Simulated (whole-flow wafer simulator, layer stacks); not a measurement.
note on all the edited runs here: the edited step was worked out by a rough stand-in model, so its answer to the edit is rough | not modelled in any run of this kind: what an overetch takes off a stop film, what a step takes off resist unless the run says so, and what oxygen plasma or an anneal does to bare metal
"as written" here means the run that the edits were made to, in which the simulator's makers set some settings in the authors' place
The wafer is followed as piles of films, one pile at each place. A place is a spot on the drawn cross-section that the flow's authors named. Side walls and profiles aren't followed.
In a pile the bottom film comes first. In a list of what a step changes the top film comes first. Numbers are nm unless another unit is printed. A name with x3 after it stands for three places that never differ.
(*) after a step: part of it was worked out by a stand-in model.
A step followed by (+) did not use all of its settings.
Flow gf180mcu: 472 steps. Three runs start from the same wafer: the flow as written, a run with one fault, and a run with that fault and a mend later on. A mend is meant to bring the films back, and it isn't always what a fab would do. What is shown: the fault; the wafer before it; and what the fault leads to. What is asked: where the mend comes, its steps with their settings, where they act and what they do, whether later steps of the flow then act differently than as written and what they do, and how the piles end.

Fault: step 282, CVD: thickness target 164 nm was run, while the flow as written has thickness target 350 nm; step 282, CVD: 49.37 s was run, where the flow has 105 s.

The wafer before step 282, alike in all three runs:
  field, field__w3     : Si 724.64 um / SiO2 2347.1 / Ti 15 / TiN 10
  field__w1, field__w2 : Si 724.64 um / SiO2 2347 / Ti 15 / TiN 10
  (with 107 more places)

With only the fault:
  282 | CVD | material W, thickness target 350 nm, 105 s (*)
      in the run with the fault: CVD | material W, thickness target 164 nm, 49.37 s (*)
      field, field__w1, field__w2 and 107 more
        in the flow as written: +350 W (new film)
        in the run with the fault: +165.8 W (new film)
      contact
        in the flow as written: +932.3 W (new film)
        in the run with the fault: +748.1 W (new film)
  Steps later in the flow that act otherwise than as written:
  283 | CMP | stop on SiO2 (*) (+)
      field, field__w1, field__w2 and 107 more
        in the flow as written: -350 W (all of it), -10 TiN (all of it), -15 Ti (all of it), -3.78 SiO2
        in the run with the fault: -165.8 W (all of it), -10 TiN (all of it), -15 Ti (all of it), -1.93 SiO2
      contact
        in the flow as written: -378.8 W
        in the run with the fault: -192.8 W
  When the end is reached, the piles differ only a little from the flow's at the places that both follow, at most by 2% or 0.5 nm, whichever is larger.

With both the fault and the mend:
  The mend stands after step 282.
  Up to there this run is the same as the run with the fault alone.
  282a | CVD | material W, thickness target 186 nm, 55.83 s (the flow's step 282, run once more with other settings)
      field, field__w1, field__w2 and 108 more
        +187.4 W
  Later steps of the flow that are run all act as written at every place that is followed, up to a difference of at most 2% or 0.5 nm, whichever is larger.
  When the end is reached, the piles differ only a little from the flow's at the places that both follow, at most by 2% or 0.5 nm, whichever is larger.
